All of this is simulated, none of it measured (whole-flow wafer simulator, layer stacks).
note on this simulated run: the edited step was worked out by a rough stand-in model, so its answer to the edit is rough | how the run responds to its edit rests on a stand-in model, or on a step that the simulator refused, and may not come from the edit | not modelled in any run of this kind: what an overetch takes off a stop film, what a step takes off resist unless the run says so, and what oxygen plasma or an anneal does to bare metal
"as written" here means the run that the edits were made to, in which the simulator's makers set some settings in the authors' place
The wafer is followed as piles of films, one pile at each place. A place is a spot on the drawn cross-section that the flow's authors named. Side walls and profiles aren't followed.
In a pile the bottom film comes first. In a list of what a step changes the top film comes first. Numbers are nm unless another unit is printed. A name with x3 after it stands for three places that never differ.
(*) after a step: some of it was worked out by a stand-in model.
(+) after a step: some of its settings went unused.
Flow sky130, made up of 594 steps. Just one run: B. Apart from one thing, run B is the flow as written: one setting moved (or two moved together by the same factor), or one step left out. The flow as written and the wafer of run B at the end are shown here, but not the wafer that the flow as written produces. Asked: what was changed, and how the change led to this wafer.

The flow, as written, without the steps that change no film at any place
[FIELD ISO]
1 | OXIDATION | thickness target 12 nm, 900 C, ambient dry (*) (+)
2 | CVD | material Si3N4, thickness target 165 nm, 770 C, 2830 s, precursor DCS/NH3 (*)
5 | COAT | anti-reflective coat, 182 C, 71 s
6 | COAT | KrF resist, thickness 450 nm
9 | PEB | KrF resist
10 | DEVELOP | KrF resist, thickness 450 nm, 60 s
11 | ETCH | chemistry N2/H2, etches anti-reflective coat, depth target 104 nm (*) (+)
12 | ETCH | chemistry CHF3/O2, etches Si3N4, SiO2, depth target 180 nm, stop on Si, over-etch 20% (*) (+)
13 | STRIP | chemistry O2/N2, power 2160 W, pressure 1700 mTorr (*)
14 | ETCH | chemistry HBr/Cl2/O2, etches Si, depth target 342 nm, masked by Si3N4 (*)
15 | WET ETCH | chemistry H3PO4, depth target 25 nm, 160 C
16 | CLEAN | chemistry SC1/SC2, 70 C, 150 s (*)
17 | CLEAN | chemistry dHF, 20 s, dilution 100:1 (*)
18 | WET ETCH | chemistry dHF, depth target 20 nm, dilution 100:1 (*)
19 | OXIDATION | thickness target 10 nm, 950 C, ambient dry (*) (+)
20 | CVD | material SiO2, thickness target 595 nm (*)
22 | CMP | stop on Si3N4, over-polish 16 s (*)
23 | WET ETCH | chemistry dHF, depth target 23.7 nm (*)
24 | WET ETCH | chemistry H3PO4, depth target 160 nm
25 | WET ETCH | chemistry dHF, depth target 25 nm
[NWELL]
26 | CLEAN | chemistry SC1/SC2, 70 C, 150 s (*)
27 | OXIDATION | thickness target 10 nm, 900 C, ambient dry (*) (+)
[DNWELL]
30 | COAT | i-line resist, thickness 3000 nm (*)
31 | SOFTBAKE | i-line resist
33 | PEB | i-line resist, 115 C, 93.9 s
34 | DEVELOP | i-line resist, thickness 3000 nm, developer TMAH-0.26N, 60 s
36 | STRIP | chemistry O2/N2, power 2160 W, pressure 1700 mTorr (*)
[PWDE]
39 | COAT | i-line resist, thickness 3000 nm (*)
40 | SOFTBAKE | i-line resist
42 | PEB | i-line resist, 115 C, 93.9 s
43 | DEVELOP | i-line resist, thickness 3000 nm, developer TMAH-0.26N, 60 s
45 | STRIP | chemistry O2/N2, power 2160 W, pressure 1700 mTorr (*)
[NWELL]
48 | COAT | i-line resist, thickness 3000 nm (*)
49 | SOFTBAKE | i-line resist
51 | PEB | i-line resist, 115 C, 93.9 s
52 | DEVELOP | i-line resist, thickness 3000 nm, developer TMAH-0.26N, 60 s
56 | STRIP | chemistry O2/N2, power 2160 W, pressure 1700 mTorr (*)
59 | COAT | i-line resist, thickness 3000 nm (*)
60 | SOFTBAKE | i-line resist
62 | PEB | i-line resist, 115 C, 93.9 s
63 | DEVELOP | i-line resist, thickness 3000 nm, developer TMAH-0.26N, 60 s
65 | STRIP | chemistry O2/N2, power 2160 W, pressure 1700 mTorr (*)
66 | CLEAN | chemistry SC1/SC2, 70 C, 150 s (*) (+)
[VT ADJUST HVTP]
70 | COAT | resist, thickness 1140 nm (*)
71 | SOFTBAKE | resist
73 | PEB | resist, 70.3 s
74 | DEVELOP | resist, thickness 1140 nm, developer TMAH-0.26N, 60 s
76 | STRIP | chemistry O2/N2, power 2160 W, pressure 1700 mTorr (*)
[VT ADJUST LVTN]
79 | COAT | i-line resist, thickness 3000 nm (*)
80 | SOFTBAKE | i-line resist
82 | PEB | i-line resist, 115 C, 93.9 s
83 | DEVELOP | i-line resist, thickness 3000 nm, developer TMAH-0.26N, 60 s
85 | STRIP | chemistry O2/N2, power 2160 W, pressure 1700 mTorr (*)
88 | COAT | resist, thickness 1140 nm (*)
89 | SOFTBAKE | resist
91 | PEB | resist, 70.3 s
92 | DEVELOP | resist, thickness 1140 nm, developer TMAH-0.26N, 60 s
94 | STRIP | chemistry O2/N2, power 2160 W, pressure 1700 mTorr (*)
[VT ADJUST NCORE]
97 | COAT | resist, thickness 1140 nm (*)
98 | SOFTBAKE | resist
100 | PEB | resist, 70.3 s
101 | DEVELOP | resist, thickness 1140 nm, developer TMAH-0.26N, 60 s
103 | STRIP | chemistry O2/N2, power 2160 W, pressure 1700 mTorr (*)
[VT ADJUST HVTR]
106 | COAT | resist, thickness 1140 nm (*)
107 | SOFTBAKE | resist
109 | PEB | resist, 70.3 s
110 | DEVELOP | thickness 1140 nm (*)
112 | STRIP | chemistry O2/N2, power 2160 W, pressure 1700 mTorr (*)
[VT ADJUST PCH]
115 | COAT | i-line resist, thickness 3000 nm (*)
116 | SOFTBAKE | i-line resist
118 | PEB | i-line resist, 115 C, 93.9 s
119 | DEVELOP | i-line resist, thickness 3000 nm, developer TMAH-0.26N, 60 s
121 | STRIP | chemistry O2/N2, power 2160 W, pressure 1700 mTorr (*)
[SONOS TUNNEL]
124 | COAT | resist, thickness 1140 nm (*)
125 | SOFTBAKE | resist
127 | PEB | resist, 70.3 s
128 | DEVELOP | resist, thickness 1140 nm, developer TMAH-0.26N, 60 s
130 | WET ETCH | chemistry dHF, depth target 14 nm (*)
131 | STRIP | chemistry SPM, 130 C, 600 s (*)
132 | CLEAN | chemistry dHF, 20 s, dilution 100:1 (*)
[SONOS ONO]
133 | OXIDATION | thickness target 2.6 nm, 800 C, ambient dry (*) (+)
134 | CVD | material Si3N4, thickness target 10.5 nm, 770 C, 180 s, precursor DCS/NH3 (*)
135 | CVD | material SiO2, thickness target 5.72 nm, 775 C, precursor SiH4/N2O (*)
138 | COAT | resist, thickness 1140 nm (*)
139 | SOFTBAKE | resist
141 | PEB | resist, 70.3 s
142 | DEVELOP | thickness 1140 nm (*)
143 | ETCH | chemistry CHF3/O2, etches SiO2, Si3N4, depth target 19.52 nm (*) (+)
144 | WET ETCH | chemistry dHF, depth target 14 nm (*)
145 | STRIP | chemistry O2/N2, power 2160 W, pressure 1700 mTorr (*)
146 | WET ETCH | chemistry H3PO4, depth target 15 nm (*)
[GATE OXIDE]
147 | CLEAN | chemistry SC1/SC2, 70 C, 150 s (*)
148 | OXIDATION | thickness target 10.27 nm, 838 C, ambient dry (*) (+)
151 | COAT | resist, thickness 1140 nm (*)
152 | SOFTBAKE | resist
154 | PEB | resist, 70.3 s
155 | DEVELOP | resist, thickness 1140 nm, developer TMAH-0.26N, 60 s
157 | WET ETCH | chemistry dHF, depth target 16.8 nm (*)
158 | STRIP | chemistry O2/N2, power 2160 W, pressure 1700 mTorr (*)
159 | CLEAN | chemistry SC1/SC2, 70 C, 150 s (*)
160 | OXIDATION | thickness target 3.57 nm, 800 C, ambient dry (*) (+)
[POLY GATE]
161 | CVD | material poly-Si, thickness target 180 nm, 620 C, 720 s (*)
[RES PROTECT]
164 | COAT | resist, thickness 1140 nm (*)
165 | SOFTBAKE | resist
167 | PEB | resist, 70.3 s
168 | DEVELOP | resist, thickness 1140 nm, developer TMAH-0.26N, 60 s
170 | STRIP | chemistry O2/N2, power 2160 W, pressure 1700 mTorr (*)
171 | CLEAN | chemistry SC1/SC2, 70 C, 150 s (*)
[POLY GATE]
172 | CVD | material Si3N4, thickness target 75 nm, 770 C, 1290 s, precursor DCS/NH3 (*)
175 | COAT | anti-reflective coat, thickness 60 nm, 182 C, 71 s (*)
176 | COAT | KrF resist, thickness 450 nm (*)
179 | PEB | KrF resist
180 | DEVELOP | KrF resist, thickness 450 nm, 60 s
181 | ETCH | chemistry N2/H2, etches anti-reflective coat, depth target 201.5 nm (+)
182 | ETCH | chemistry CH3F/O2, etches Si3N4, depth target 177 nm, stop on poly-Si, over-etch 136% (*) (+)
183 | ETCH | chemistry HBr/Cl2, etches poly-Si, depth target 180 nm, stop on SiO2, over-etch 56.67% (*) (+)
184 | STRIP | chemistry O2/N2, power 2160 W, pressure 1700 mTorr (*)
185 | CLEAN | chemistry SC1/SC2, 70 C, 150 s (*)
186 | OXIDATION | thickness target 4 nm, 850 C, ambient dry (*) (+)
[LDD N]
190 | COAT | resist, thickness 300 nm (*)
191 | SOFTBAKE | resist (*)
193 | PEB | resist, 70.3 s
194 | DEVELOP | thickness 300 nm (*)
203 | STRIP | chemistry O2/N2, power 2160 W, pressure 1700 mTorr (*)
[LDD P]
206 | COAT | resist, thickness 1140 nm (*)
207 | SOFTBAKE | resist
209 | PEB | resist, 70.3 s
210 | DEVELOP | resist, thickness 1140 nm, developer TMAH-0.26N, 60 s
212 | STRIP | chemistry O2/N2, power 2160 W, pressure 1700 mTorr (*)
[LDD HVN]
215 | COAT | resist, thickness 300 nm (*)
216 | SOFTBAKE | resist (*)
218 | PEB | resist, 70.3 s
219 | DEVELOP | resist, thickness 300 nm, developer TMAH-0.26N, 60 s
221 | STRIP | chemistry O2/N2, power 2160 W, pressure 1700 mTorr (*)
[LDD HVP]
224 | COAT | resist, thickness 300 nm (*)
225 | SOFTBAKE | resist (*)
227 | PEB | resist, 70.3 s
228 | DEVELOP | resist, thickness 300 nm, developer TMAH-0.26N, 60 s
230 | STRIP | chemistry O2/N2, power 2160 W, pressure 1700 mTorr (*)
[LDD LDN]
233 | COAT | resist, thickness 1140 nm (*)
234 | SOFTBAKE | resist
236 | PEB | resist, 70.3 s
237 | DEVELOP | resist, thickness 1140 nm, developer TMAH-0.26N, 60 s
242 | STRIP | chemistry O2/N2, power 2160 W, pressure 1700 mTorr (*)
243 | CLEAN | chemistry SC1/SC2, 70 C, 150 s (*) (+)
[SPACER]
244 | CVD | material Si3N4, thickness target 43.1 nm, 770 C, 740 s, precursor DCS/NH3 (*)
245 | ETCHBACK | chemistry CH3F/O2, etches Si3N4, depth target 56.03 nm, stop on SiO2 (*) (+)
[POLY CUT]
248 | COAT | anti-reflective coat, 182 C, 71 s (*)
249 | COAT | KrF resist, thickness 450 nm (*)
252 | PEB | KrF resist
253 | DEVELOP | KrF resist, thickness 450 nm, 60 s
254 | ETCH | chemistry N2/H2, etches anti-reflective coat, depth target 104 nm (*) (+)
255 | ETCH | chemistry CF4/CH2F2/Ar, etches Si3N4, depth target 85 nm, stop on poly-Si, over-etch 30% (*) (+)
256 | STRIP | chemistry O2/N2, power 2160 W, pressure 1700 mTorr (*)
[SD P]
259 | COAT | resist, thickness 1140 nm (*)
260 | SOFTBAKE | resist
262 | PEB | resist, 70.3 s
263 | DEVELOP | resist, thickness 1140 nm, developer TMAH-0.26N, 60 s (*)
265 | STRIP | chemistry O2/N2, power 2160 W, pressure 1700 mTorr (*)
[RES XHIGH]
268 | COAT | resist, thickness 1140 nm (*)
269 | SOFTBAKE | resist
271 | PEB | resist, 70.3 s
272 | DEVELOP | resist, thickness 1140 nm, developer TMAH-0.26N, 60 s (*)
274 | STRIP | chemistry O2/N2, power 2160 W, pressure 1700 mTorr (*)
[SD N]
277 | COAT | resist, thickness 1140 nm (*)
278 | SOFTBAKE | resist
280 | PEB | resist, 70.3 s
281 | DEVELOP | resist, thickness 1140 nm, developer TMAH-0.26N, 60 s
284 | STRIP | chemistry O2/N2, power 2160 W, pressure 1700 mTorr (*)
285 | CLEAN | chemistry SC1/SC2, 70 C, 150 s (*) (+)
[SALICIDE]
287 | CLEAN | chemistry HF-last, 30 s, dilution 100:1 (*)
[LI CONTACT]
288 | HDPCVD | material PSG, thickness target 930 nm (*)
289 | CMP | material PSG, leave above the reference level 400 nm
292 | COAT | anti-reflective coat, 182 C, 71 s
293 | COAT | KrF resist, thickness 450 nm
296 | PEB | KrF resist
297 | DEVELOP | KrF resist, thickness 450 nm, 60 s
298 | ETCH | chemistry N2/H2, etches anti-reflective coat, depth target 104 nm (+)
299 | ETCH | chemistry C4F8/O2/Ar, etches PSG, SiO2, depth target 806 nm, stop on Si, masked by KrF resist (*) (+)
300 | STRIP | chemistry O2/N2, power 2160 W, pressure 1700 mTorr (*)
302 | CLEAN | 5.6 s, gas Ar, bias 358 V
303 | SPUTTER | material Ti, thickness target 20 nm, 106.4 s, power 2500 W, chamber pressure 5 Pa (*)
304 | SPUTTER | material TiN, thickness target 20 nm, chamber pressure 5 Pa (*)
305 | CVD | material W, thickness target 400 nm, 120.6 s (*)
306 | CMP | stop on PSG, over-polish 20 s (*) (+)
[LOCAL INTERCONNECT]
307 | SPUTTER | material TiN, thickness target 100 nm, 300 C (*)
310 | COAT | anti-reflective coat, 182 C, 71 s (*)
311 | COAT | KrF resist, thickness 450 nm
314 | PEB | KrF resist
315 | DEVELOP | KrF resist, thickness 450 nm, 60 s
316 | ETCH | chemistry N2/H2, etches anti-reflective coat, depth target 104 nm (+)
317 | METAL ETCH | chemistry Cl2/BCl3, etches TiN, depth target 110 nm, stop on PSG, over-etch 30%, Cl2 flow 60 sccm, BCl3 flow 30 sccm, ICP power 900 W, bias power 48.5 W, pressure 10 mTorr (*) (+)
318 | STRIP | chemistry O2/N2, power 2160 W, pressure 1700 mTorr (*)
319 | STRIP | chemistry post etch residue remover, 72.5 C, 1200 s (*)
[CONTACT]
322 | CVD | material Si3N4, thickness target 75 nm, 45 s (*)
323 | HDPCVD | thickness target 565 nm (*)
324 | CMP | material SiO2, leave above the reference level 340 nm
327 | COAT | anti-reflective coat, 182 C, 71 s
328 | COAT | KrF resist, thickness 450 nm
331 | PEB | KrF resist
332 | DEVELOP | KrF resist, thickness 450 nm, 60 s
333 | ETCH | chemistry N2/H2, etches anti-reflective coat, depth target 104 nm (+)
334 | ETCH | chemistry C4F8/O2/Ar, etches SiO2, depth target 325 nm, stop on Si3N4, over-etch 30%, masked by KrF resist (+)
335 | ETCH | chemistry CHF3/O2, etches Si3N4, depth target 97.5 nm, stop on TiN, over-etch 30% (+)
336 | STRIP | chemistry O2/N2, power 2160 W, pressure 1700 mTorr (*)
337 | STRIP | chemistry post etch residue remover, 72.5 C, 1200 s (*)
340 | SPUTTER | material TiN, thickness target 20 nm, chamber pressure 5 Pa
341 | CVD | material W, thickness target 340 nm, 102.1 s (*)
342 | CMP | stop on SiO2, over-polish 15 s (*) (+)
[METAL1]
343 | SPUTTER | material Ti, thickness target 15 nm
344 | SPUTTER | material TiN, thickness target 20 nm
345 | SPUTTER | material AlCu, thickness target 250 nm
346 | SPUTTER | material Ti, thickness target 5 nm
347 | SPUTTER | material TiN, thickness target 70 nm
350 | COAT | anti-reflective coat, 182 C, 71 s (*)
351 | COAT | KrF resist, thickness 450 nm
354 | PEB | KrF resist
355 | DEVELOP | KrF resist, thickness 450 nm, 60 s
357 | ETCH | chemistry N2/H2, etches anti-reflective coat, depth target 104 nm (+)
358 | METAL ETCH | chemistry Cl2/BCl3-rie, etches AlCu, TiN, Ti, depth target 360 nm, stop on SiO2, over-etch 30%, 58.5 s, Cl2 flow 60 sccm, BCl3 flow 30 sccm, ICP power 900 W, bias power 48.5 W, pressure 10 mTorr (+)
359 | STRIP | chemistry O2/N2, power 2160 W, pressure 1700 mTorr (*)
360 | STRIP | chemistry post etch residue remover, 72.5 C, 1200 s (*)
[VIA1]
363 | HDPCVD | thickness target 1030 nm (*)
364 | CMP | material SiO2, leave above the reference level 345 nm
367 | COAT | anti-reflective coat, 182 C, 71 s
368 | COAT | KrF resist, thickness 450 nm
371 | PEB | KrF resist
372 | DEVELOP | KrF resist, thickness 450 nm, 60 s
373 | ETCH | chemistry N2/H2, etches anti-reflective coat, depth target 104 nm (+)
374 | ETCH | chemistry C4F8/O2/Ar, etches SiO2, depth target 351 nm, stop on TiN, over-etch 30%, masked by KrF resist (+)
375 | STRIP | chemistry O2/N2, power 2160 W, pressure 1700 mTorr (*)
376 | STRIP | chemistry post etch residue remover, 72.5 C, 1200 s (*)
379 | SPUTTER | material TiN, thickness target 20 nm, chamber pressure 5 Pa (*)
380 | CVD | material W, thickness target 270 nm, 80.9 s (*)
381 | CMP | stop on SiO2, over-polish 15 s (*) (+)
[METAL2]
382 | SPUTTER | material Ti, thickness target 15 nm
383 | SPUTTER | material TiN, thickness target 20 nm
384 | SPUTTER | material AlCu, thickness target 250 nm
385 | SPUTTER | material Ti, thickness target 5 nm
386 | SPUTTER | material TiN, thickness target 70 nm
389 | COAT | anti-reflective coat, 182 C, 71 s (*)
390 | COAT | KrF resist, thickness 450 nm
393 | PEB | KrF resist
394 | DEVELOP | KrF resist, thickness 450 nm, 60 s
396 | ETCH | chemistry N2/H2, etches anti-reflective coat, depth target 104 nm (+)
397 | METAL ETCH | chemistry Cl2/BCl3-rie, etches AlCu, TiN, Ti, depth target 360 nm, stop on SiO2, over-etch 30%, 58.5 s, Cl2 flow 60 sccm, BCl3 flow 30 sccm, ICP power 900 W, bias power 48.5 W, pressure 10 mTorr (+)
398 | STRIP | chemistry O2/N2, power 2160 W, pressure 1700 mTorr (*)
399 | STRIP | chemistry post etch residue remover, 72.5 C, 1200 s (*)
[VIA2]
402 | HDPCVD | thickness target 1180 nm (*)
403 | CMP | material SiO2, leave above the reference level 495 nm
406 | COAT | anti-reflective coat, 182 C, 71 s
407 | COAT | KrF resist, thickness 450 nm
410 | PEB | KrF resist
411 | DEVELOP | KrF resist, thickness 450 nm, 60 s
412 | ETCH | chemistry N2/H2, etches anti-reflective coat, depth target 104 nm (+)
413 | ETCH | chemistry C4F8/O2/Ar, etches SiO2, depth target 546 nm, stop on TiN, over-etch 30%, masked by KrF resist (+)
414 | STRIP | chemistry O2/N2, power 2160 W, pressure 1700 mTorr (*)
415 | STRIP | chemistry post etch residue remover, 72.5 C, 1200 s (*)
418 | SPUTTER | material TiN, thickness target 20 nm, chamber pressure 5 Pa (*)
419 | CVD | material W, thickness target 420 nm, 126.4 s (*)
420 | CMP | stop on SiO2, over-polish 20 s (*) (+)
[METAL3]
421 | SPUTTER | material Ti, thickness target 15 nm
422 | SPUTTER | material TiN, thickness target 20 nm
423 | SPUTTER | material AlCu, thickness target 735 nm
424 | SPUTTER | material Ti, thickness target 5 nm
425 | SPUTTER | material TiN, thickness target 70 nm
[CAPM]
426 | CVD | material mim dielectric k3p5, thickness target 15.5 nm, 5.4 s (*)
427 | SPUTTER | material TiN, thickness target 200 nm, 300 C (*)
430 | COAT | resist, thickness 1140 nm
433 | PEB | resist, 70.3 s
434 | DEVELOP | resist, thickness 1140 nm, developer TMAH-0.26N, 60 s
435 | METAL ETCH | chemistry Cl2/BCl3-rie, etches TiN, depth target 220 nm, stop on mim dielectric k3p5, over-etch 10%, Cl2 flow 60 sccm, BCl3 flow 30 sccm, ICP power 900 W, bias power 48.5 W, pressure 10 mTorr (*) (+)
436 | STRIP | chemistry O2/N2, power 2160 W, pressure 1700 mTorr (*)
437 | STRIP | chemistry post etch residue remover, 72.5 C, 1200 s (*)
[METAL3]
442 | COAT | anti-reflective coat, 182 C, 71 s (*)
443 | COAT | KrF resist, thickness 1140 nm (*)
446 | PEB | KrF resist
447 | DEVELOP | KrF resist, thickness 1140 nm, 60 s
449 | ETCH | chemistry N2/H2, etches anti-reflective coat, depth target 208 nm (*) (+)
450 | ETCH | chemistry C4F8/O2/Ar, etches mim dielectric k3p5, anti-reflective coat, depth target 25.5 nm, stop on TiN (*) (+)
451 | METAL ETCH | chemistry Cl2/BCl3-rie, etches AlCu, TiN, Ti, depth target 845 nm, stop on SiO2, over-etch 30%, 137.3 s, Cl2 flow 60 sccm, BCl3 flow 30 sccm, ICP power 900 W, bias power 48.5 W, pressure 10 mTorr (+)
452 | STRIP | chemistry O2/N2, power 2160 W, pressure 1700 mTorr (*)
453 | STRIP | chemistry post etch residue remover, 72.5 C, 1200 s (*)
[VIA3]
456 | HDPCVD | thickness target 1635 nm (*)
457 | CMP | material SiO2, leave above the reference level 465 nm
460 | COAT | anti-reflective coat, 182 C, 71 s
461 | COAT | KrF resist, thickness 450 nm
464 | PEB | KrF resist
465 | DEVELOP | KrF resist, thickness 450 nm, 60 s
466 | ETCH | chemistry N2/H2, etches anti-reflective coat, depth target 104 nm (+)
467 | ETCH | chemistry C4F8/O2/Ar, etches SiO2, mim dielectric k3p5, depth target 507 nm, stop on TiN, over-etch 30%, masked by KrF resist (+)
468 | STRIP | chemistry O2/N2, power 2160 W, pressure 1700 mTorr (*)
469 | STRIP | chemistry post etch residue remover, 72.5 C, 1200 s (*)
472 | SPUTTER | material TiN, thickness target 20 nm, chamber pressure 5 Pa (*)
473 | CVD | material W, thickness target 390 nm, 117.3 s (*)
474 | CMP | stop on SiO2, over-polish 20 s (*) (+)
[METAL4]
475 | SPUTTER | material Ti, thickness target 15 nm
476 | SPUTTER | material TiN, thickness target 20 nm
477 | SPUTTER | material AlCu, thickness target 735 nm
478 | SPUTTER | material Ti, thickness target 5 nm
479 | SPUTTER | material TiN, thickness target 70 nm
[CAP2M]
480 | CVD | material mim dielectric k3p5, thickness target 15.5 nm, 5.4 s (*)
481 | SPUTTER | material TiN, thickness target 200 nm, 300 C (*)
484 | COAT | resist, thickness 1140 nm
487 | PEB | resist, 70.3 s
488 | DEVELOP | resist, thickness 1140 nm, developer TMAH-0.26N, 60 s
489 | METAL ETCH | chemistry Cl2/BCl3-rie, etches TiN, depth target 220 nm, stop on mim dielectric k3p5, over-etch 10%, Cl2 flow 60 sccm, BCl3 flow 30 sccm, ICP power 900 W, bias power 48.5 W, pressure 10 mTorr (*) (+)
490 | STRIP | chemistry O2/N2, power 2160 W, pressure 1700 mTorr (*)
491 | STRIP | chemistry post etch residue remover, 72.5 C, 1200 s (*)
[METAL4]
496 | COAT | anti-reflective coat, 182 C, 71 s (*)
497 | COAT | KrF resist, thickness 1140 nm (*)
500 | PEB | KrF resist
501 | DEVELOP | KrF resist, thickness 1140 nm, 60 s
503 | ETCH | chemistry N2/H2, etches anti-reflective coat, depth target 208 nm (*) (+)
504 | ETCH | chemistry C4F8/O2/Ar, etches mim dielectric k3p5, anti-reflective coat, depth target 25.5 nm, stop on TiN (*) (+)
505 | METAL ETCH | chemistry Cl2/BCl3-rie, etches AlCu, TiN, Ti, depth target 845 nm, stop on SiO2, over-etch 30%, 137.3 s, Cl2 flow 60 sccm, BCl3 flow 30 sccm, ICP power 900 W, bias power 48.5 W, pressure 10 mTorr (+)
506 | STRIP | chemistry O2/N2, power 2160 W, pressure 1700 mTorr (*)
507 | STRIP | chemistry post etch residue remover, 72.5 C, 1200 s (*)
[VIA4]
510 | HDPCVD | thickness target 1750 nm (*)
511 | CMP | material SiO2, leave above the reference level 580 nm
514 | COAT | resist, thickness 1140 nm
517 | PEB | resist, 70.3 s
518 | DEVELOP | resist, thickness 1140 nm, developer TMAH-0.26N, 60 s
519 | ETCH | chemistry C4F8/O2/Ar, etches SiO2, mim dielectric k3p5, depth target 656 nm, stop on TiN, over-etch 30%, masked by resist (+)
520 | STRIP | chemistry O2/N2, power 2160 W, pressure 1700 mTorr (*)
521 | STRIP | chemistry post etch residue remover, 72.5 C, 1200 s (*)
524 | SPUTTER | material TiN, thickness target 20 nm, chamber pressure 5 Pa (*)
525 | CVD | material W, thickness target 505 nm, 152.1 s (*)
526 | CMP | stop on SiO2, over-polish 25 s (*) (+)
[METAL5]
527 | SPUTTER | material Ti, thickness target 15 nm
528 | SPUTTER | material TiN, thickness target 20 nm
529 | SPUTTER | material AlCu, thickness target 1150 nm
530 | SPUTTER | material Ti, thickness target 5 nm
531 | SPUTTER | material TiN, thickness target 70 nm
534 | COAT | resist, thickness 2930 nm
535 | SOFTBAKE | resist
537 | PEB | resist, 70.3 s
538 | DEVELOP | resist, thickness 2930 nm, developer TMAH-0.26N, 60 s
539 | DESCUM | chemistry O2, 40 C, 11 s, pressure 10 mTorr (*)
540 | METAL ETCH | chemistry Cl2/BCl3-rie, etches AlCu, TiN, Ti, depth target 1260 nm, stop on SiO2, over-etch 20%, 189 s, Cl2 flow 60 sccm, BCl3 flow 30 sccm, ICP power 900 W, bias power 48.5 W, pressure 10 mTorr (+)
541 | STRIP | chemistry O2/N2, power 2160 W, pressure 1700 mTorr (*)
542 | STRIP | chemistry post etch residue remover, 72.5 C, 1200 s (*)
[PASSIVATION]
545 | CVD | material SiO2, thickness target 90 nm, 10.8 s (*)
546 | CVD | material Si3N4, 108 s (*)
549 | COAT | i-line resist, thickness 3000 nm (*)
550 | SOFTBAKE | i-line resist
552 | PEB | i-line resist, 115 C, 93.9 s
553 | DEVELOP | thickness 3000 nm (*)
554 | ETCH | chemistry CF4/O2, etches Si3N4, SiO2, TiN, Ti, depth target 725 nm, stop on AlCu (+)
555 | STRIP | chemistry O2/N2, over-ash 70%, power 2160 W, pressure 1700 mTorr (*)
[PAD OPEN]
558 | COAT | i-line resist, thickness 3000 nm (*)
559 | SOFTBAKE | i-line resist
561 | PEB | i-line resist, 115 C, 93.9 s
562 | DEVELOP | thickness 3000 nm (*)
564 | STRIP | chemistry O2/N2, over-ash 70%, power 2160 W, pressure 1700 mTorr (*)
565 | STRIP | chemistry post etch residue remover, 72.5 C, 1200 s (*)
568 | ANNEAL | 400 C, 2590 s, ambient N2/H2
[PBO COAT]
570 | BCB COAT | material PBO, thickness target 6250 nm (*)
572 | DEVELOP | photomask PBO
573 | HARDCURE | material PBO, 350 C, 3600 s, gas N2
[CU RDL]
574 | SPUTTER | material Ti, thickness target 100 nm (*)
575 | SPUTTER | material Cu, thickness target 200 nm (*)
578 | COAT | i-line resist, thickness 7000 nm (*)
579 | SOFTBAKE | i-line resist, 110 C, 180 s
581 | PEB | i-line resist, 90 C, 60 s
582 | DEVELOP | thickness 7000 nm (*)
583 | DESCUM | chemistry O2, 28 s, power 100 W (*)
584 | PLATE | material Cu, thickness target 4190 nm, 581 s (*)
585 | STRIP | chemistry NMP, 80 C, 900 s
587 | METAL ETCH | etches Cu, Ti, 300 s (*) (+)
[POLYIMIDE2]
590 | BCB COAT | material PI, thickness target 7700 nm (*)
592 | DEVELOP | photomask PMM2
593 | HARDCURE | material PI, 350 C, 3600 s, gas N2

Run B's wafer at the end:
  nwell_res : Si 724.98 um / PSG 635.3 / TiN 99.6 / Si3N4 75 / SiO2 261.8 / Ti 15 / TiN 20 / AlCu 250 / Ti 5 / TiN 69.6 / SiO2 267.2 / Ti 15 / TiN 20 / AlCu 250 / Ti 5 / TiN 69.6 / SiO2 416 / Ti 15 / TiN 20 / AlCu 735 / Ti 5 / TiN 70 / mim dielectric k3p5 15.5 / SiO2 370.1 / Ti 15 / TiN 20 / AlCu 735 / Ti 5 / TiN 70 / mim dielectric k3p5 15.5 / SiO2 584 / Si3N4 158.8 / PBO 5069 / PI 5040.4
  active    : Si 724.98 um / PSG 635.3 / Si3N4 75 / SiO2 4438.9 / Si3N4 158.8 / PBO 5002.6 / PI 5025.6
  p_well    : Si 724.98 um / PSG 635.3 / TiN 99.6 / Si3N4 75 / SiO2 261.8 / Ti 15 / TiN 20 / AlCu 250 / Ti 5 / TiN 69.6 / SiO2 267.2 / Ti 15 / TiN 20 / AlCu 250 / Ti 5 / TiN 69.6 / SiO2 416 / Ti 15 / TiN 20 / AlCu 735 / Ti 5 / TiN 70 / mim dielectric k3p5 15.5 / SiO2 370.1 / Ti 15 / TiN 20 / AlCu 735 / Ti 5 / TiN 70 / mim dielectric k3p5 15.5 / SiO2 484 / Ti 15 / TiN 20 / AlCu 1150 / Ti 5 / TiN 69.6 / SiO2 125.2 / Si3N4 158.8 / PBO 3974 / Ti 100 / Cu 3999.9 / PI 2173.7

Cause: step 186, OXIDATION: 765 C was run, while the flow as written has 850 C.

The path from the change to this, step by step:
  186 | OXIDATION | thickness target 4 nm, 850 C, ambient dry (*) (+)
      active, p_well, spacer and 26 more: +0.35 SiO2, -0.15 Si (it would be, as written: +1.55 SiO2, -0.68 Si)
      pwell_dnw, sd_hvn, dext_ntap_nw and 17 more: +0.28 SiO2, -0.12 Si (it would be, as written: +0.94 SiO2, -0.41 Si)
      (as well as at 1 more place)
  248 | COAT | anti-reflective coat, 182 C, 71 s (*)
      gate_p_hv: +15 anti-reflective coat (new film) (it would be, as written: +15.8 anti-reflective coat (new film))
  256 | STRIP | chemistry O2/N2, power 2160 W, pressure 1700 mTorr (*)
      gate_p_hv: -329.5 KrF resist (all of it), -15 anti-reflective coat (all of it) (it would be, as written: -328.9 KrF resist (all of it), -15.8 anti-reflective coat (all of it))
  287 | CLEAN | chemistry HF-last, 30 s, dilution 100:1 (*)
      active, p_well, sd_n and 19 more: -1.26 SiO2 (all of it) (it would be, as written: -1.31 SiO2)
      ndiff_dn: -1.48 SiO2 (all of it) (it would be, as written: -1.31 SiO2)
  299 | ETCH | chemistry C4F8/O2/Ar, etches PSG, SiO2, depth target 806 nm, stop on Si, masked by KrF resist (*) (+)
      contact, ndiff_licon, ndiff_licon_cpp: -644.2 PSG (all of it) (it would be, as written: -643.6 PSG (all of it), -1.16 SiO2 (all of it))
